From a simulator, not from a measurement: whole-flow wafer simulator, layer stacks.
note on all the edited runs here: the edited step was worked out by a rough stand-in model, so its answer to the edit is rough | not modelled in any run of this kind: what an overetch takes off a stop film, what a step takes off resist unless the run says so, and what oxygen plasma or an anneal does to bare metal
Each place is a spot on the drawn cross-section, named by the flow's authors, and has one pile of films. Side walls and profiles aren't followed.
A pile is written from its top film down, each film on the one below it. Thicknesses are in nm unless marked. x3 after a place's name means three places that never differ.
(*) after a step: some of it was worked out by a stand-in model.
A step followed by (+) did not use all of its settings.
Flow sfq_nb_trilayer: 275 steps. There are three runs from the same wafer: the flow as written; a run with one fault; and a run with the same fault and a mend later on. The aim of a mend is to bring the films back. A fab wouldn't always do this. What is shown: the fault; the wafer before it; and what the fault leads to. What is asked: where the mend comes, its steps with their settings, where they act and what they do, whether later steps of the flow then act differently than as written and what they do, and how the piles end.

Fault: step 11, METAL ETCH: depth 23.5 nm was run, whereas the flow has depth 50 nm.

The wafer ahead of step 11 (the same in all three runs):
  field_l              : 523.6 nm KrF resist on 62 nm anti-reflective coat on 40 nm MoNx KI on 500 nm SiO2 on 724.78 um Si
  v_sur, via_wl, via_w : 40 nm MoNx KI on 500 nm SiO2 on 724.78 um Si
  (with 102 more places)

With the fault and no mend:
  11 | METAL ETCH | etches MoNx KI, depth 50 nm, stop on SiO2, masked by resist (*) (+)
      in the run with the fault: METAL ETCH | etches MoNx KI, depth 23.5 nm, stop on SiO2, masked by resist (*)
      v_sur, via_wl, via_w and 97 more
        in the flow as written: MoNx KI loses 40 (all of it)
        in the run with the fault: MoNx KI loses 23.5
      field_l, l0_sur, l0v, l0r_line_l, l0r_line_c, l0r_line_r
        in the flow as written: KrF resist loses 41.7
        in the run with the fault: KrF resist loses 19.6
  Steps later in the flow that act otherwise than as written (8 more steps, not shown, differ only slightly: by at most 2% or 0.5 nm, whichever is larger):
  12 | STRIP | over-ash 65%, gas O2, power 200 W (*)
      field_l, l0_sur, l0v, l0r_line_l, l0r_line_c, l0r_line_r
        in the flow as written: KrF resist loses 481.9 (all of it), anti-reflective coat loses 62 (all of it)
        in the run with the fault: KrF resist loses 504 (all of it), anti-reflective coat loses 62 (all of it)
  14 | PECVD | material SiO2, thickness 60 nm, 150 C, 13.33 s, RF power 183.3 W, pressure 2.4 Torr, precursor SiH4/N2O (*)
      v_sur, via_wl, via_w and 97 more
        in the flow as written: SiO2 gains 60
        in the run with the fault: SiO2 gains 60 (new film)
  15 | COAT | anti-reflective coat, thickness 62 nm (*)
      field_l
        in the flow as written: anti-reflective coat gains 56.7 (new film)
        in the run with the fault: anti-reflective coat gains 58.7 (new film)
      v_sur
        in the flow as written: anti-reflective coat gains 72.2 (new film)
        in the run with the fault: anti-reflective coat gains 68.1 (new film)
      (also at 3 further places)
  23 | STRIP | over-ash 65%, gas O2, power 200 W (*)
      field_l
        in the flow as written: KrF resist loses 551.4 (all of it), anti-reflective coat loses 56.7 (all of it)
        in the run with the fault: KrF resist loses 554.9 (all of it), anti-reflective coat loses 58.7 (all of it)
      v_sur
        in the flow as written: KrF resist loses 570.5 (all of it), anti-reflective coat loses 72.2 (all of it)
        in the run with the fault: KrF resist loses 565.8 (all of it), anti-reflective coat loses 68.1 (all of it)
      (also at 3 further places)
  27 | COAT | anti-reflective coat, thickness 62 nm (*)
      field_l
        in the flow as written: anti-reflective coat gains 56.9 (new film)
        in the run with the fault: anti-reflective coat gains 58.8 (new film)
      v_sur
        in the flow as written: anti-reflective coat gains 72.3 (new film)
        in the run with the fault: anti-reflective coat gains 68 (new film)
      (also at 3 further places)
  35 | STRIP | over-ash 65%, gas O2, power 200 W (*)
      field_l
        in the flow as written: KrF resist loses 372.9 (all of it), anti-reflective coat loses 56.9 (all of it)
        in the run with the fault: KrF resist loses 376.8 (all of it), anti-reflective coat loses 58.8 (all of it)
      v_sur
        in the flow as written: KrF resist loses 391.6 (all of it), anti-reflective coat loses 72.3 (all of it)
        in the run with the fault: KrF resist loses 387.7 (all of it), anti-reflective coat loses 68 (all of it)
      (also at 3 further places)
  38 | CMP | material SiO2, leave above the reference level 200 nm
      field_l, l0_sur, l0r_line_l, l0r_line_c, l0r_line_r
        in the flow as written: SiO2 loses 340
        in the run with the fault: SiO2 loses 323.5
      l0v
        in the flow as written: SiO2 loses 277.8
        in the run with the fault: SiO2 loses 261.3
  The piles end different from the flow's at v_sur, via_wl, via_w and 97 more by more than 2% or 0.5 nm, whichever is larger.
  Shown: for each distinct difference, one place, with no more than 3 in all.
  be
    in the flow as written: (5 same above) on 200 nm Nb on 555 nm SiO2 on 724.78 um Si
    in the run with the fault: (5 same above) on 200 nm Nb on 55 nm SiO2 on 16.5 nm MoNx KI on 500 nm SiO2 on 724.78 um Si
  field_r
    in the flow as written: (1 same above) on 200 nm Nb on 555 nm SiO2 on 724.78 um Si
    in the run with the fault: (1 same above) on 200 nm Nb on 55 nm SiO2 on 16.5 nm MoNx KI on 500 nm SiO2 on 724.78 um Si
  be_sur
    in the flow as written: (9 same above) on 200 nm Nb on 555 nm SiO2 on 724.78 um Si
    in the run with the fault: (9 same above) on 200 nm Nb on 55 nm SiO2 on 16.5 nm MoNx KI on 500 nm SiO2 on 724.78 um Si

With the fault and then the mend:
  The mend stands after step 11.
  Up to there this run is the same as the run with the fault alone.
  11a | METAL ETCH | etches MoNx KI, depth 26.5 nm, stop on SiO2, masked by resist (+) (the flow's step 11, run once more with other settings)
      v_sur, via_wl, via_w and 97 more
        MoNx KI loses 16.5 (all of it)
      field_l, l0_sur, l0v, l0r_line_l, l0r_line_c, l0r_line_r
        KrF resist loses 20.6
  None of the later steps of the flow differs from how it acts as written, at any place that is followed, by more than 2% or 0.5 nm, whichever is larger.
  By the end, the piles equal the flow's at every place that both follow.
